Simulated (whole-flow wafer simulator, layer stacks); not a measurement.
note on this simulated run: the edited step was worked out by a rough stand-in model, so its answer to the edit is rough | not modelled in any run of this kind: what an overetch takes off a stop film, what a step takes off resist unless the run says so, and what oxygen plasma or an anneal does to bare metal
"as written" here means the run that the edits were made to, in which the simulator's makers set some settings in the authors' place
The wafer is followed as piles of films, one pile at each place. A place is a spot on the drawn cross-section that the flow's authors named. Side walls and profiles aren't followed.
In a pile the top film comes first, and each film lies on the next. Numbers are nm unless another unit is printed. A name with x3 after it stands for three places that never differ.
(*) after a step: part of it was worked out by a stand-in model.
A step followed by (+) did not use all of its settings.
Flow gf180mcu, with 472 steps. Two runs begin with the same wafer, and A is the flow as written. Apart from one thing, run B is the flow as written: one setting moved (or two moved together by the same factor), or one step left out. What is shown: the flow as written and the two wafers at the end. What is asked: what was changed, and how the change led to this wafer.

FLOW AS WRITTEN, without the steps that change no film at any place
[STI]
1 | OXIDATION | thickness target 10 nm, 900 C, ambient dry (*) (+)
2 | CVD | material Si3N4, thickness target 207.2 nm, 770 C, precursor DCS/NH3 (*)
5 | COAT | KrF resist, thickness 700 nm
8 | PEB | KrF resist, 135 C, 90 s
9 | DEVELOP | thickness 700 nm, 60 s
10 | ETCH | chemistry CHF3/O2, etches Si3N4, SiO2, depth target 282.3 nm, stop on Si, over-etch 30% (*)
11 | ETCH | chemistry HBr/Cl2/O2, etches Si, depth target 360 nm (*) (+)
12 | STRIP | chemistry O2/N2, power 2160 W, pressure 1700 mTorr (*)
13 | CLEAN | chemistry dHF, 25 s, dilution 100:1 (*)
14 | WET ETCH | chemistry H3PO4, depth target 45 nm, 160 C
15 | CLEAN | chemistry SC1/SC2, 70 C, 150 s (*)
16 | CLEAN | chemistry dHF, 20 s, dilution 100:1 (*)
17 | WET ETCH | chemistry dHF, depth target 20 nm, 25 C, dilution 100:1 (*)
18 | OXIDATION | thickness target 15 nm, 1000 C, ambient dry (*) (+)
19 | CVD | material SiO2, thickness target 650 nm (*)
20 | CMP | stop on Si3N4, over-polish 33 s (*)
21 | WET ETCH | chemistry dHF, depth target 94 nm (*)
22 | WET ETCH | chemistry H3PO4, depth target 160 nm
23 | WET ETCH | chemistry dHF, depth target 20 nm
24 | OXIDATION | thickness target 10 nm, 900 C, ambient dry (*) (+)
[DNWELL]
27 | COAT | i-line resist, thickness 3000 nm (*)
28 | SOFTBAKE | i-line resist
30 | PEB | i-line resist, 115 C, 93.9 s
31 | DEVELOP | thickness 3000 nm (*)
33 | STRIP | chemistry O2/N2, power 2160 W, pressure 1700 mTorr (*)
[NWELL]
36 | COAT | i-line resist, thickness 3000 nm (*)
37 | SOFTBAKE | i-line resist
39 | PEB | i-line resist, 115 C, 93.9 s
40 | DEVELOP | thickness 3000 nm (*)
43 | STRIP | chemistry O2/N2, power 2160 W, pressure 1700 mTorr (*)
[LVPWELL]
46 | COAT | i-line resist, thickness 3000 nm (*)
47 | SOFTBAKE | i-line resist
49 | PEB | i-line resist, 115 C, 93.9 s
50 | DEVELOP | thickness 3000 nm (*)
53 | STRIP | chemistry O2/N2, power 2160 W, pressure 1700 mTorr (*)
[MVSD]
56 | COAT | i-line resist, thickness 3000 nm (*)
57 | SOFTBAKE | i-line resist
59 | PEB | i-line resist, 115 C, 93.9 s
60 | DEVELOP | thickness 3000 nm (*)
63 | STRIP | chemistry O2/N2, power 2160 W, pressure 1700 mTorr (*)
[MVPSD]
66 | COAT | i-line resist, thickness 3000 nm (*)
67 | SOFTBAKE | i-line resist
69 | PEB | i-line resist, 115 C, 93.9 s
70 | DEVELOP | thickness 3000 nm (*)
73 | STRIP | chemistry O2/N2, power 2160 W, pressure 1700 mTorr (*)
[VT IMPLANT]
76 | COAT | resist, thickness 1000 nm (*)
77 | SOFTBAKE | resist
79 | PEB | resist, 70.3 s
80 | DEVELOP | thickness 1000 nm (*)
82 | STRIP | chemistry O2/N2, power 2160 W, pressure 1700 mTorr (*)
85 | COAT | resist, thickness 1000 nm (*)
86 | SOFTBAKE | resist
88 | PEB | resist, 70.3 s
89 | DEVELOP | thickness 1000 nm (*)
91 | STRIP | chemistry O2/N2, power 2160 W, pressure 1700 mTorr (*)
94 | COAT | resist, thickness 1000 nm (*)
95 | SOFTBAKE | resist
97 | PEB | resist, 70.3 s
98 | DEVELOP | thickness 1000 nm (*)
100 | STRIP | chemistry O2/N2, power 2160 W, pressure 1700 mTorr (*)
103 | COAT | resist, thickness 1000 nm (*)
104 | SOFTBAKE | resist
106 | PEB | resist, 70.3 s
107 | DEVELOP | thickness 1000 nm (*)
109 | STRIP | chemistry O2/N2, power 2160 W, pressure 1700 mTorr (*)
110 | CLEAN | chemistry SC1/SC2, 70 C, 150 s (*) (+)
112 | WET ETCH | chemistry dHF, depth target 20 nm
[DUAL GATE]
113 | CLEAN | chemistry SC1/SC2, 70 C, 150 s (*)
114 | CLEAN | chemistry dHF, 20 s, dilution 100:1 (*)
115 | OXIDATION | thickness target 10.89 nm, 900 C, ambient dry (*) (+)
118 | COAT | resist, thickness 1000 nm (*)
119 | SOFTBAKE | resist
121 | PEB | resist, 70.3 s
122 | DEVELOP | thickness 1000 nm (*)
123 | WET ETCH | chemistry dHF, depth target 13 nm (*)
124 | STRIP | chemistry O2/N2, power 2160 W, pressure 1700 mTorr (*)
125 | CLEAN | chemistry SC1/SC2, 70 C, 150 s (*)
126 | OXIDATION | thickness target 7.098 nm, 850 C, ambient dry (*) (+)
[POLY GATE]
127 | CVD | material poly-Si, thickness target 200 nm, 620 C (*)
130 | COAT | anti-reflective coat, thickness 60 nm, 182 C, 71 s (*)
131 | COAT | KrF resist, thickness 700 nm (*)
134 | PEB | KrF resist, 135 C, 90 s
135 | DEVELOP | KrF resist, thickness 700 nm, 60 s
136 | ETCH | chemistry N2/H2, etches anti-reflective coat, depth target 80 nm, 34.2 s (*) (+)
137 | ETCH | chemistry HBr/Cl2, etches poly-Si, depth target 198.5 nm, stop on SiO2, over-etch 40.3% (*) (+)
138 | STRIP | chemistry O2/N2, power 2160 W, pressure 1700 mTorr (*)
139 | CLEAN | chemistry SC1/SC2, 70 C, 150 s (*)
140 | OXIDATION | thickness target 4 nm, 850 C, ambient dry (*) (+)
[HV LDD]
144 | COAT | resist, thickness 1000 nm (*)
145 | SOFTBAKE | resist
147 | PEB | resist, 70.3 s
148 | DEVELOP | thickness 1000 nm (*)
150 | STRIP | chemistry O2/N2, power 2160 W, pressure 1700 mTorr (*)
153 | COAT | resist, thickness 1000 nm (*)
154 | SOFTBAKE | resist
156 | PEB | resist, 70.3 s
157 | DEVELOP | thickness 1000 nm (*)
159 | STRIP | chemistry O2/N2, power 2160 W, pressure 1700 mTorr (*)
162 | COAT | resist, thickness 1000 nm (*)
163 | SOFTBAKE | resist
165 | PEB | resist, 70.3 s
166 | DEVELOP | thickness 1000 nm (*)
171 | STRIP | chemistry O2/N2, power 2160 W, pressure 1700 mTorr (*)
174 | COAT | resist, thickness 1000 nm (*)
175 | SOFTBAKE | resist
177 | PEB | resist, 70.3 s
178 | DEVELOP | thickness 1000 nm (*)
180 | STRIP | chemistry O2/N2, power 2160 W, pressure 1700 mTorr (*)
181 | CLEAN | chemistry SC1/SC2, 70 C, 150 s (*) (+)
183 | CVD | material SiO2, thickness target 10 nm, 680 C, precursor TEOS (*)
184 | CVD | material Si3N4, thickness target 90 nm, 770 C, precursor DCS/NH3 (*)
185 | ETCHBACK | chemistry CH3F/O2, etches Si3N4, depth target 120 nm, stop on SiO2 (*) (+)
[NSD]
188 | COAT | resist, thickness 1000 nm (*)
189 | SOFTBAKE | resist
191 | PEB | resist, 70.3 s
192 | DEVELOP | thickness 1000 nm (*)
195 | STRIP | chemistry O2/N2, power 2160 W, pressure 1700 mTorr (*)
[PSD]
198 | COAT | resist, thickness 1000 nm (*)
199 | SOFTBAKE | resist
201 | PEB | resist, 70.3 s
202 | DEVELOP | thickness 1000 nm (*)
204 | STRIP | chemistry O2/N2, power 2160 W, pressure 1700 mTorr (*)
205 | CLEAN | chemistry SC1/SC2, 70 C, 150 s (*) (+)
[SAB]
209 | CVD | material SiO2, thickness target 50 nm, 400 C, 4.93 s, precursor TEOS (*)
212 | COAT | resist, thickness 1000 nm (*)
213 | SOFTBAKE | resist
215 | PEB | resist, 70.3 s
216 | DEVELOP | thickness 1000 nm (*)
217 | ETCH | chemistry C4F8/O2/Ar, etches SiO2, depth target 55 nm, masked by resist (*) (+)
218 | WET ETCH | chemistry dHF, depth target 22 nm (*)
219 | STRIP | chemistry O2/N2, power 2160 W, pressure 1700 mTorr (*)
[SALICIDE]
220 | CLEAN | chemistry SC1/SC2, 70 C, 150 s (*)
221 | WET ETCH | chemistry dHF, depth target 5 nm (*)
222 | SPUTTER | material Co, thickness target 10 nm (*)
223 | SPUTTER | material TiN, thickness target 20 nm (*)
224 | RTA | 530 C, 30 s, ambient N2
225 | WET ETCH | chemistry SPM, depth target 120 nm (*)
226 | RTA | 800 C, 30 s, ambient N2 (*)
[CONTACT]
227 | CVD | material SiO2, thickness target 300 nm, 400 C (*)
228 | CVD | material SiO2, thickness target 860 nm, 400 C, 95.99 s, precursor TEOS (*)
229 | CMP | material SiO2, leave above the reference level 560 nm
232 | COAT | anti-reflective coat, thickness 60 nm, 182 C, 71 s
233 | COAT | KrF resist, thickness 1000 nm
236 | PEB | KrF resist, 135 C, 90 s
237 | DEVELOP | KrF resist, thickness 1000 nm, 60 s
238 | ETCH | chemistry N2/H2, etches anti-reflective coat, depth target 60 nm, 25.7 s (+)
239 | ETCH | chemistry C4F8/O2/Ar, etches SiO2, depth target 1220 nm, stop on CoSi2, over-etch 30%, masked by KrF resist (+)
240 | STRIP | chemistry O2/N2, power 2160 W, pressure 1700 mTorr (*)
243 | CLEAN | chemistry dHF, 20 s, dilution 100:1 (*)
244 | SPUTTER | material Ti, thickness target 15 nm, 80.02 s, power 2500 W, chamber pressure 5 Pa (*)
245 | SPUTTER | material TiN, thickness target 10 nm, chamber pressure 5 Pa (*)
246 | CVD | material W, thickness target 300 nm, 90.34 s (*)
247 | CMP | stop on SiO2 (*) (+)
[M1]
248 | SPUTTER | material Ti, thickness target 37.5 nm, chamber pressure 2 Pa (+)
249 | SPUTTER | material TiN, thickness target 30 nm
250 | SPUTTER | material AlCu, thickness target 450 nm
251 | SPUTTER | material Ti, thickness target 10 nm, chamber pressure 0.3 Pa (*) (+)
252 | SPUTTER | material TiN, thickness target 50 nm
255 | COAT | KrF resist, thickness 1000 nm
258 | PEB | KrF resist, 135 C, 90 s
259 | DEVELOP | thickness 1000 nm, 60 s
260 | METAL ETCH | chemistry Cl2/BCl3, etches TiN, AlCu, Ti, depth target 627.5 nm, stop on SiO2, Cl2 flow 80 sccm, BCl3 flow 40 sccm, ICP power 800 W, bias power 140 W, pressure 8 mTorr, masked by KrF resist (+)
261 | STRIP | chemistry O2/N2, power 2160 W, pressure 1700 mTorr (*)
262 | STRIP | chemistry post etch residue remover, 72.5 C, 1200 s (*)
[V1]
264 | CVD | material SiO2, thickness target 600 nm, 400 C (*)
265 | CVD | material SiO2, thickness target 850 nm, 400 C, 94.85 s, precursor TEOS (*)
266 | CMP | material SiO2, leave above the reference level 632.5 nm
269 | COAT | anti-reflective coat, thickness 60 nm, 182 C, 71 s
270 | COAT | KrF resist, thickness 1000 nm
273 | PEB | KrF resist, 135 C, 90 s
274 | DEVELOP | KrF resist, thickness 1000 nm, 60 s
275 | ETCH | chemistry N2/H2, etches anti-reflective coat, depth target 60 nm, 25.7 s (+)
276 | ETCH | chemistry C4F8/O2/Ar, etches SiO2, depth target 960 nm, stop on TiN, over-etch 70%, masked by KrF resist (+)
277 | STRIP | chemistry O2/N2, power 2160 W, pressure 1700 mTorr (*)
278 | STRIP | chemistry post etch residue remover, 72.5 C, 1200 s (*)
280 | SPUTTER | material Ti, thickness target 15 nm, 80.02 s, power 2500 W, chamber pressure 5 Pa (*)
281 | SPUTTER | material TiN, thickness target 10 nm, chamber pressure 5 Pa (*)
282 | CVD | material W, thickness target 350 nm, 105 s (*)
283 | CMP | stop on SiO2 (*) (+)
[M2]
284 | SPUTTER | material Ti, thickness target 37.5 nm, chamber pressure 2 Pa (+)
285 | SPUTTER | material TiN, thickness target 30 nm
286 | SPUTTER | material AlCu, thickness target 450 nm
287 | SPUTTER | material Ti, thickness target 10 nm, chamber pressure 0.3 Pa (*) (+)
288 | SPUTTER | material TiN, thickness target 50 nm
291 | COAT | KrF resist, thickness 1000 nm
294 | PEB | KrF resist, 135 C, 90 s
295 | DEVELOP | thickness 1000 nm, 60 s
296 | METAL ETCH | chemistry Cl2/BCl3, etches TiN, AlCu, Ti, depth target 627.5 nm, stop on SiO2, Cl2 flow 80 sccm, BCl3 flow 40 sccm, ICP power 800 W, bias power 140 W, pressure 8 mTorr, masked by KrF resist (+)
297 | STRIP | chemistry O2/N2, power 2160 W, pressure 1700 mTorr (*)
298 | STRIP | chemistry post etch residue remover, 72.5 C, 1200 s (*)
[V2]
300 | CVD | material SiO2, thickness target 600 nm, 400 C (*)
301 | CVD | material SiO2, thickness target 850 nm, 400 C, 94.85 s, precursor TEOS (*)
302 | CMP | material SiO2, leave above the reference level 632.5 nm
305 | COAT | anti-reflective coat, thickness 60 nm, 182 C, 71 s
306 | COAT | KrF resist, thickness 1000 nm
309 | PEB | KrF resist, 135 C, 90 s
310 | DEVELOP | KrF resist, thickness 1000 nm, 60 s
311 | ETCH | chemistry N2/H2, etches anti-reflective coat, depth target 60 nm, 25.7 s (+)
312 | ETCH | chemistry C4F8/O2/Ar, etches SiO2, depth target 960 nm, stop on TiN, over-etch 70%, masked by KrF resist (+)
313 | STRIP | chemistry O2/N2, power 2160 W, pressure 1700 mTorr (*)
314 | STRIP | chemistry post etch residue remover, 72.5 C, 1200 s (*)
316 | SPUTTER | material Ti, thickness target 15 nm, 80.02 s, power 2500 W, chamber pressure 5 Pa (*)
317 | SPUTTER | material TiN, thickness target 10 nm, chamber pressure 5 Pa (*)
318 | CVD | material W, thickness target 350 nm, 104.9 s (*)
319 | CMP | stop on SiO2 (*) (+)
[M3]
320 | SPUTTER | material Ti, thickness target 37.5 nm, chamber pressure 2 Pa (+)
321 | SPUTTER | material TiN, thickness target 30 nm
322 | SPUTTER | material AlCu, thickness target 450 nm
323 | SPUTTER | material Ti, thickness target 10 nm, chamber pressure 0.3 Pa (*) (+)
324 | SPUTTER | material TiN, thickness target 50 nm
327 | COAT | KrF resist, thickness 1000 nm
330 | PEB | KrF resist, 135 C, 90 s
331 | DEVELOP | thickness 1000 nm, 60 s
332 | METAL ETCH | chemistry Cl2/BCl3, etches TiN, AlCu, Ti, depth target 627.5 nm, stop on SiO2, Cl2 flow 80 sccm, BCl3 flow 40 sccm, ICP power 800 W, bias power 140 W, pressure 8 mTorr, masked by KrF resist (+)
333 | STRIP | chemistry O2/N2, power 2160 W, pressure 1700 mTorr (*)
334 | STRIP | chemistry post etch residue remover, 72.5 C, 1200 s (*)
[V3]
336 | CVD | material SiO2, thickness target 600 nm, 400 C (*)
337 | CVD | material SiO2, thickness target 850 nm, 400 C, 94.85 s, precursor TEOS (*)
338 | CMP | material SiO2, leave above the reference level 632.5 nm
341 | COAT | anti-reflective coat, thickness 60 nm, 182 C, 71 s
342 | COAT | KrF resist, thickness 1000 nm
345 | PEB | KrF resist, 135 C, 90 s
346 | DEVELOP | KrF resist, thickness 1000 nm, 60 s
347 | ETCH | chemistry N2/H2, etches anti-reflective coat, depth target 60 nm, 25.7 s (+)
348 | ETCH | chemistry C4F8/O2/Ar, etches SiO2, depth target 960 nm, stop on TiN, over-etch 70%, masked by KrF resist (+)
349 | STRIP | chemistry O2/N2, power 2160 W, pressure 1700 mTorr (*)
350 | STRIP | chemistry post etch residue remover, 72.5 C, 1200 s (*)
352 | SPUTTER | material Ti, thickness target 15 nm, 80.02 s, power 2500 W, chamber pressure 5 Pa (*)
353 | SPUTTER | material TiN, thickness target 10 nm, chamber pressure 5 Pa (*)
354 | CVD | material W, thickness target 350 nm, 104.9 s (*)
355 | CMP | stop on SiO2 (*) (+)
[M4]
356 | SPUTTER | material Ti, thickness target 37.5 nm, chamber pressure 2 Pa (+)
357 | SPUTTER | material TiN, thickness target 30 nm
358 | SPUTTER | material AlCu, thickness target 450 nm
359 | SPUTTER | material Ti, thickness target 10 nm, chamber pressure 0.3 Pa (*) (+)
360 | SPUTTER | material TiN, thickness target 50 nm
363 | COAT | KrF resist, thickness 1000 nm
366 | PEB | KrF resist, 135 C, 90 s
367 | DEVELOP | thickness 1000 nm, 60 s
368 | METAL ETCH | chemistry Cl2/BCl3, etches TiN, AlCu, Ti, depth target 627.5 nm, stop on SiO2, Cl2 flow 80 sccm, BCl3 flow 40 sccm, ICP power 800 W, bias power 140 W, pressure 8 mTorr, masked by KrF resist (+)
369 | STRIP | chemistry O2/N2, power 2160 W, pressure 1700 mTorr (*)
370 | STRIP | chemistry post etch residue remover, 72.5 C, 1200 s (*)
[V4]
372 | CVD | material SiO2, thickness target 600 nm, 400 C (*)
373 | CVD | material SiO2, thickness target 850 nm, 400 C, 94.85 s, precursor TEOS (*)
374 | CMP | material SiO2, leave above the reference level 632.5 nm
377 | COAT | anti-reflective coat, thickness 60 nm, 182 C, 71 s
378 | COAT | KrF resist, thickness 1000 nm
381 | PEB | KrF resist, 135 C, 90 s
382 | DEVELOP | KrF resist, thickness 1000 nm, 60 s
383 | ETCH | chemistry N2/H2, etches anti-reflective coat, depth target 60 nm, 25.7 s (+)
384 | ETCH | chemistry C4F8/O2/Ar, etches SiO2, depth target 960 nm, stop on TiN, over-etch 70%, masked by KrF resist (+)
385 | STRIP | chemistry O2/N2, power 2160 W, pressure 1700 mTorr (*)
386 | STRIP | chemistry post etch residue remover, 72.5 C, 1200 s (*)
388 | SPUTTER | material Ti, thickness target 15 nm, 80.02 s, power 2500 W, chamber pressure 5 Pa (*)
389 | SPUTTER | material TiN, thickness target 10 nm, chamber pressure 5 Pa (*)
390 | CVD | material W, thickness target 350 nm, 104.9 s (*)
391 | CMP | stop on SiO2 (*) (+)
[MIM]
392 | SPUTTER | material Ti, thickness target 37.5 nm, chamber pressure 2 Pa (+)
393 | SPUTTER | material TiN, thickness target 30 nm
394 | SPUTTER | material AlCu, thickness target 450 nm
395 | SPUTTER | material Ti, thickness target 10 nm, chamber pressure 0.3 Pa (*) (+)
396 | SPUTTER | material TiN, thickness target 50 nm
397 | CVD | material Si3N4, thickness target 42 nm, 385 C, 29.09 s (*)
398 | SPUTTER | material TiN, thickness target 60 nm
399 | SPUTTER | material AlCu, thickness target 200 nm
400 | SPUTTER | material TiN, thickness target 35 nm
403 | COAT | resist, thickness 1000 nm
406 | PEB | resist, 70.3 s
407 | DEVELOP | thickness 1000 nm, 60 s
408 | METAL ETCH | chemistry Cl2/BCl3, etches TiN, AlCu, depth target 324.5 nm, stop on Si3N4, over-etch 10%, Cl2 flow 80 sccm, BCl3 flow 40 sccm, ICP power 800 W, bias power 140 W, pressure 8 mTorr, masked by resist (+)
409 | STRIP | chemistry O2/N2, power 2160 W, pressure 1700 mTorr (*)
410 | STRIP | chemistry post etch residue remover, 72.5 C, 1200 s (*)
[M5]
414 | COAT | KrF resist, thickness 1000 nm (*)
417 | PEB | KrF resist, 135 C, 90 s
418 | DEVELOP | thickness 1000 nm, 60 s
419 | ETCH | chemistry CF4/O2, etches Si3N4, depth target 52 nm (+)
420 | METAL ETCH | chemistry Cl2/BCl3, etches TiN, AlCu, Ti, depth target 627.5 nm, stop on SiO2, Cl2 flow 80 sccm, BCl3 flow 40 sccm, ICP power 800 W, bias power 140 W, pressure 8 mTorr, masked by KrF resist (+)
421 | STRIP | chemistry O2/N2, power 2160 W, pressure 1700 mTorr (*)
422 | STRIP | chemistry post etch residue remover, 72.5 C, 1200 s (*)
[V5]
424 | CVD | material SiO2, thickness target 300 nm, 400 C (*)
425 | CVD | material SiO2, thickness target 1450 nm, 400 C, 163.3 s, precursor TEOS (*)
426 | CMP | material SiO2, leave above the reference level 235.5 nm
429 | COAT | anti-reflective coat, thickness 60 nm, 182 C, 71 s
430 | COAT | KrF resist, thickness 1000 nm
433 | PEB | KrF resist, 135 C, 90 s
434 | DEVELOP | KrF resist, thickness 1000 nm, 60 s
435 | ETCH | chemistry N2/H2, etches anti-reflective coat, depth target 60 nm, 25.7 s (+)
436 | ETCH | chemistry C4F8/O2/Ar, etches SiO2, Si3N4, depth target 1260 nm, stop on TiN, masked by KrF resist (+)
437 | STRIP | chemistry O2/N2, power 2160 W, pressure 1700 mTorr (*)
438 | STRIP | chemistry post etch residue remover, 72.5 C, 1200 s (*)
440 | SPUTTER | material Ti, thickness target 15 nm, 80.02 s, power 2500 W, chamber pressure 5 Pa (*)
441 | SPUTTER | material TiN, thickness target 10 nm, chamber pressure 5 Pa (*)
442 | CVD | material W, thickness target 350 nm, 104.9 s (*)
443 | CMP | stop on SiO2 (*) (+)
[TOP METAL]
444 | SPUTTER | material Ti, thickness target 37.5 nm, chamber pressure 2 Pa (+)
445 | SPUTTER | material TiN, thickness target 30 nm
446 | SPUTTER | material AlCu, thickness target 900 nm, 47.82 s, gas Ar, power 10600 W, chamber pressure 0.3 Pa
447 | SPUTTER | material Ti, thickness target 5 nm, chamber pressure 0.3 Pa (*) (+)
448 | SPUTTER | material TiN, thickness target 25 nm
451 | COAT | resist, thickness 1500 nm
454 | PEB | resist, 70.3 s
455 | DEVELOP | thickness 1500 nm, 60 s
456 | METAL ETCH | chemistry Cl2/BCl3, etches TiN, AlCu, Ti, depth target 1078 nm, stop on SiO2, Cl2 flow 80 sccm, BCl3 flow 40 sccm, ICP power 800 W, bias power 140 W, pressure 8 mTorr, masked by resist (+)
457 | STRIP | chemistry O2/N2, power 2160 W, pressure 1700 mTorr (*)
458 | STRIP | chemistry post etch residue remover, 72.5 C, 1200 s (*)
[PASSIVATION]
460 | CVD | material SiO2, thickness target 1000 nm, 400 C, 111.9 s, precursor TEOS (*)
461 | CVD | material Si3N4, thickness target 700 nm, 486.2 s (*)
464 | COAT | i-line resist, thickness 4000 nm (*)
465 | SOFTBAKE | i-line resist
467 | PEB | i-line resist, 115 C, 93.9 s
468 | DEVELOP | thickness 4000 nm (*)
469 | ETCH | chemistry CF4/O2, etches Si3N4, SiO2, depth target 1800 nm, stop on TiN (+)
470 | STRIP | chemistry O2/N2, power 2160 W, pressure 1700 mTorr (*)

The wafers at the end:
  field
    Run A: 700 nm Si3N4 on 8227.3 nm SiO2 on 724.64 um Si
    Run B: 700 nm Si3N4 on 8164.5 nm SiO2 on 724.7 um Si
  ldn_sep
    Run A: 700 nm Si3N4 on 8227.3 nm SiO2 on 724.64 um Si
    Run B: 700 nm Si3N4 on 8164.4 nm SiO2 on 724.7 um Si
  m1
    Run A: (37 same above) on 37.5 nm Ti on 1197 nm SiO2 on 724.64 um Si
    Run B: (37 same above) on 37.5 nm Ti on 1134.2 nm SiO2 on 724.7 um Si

The reason: step 11, ETCH: depth target 297 nm was run, while the flow as written has depth target 360 nm.

How this came from the change, step by step:
  11 | ETCH | chemistry HBr/Cl2/O2, etches Si, depth target 360 nm (*) (+)
      active, n_well, p_well and 40 more: A KrF resist loses 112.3 | B KrF resist loses 91.3
      field, field_sub, sti and 34 more: A Si loses 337 | B Si loses 274
  12 | STRIP | chemistry O2/N2, power 2160 W, pressure 1700 mTorr (*)
      active, n_well, p_well and 40 more: A KrF resist loses 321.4 (all of it) | B KrF resist loses 342.4 (all of it)
  19 | CVD | material SiO2, thickness target 650 nm (*)
      m1, ld_fp_n, ld_drift_n and 8 more: A SiO2 gains 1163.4 | B SiO2 gains 1100.4
  20 | CMP | stop on Si3N4, over-polish 33 s (*)
      sti, mim_1p0, pad and 11 more: A SiO2 loses 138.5 | B SiO2 loses 201.5
      nw_enc_fld, nw_enc_fld_lv: A SiO2 loses 142.5 | B SiO2 loses 205.5
      (as well as at 10 more places)
